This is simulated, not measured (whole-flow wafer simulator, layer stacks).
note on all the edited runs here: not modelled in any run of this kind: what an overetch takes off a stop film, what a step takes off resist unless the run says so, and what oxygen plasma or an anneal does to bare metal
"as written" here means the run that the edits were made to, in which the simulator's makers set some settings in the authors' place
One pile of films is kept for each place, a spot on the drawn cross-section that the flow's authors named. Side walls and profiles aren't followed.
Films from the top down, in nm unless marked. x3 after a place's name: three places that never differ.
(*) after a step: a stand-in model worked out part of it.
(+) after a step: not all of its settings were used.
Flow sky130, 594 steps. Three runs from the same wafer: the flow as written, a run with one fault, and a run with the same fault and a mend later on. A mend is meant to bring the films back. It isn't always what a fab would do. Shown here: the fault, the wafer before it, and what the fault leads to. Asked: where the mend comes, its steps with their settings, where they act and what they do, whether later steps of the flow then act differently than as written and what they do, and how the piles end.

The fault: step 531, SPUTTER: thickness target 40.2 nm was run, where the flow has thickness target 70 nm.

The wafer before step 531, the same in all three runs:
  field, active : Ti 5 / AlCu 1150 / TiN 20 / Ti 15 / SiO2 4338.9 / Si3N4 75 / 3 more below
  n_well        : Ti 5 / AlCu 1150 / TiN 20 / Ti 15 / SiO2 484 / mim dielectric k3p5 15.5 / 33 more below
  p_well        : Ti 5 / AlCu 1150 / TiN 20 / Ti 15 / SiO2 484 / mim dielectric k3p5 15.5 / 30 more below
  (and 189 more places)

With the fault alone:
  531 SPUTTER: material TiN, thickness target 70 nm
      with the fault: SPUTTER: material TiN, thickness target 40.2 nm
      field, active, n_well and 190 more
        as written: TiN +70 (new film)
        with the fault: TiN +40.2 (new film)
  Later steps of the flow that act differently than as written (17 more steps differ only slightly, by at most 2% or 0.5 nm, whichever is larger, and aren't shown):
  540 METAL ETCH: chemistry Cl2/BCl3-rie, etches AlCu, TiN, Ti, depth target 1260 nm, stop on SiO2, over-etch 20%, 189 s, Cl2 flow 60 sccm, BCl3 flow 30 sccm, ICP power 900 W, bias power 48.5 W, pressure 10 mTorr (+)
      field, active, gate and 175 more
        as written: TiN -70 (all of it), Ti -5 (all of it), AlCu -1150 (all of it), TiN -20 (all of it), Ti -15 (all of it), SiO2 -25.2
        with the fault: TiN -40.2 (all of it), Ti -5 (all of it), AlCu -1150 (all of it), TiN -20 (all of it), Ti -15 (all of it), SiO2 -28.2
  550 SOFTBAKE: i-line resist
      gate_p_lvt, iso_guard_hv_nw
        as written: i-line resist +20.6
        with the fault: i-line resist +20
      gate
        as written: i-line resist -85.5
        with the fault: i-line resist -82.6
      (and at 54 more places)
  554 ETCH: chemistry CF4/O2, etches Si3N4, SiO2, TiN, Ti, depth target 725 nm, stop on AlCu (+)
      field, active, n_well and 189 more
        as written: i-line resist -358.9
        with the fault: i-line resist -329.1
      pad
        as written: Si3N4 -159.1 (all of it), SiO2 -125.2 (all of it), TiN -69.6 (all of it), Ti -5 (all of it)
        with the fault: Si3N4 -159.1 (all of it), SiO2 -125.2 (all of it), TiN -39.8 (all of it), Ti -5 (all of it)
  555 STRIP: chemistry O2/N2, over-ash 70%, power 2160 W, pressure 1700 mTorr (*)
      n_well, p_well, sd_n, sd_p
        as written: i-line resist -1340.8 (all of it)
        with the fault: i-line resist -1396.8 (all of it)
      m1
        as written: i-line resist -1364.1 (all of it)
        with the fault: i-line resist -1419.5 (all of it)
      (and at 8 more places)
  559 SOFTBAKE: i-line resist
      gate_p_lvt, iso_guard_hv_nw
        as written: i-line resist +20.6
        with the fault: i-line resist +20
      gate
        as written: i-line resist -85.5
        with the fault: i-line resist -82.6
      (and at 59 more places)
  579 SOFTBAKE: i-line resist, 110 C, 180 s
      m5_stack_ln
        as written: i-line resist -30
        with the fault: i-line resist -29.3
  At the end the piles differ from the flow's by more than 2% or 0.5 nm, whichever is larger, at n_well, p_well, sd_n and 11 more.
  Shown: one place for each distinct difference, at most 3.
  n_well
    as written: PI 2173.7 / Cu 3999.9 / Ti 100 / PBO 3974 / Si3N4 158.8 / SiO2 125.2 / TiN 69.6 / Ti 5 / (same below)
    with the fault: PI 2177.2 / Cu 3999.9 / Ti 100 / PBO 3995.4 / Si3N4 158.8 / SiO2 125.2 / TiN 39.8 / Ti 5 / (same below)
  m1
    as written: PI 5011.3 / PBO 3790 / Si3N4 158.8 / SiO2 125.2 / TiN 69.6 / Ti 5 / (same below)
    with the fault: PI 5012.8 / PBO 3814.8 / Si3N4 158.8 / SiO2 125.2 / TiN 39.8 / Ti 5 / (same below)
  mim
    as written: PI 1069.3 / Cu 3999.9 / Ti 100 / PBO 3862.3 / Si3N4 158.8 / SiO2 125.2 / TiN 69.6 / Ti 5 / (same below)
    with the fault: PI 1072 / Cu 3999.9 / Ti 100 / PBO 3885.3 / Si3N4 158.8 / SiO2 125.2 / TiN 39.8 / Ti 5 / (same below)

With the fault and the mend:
  The mend comes after step 538.
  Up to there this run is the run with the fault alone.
  538a STRIP: chemistry O2/N2, power 2160 W, pressure 1700 mTorr (*)
      n_well, p_well, sd_n and 9 more
        resist -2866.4 (all of it)
      m1, via4_hole
        resist -2868.5 (all of it)
      via4_enc
        resist -2866.3 (all of it)
  538b SPUTTER: material TiN, thickness target 29.8 nm (the flow's step 531 once more, with other settings)
      field, active, n_well and 190 more
        TiN +29.8
  538c HMDS: 120 C, 60 s (the flow's step 533 once more)
      changes no film at any place that is followed
  538d COAT: resist, thickness 2930 nm (the flow's step 534 once more)
      n_well, p_well, gate_hv and 172 more
        resist +2930 (new film)
      field, active, gate and 13 more
        resist +2929.9 (new film)
      m1, via4_hole
        resist +2932.1 (new film)
  538e SOFTBAKE: resist (the flow's step 535 once more)
      field, active, gate, spacer, m1, sonos_cell, sonos_guard, sonos_guard_hv
        resist +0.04
      nwell_res
        resist +0.03
      pplus_nw
        resist +0.02
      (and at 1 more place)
  538f EXPOSE: photomask MM5, dose 309.9 mJ/cm2, NA 0.6, wavelength 365 nm (*) (the flow's step 536 once more)
      changes no film at any place that is followed
  538g PEB: resist, 70.3 s (the flow's step 537 once more)
      field, active, n_well and 188 more
        resist -63.6
      m1, via4_hole
        resist -63.7
  538h DEVELOP: resist, thickness 2930 nm, developer TMAH-0.26N, 60 s (the flow's step 538 once more)
      field, active, gate and 168 more
        resist -2866.4 (all of it)
      via1_hole, via1_enc, via2_hole, via2_enc, via3_hole, via3_enc, via_li1
        resist -2866.3 (all of it)
  No later step of the flow acts differently than as written at any place that is followed.
  At the end the piles are the same as the flow's at every place that both follow.
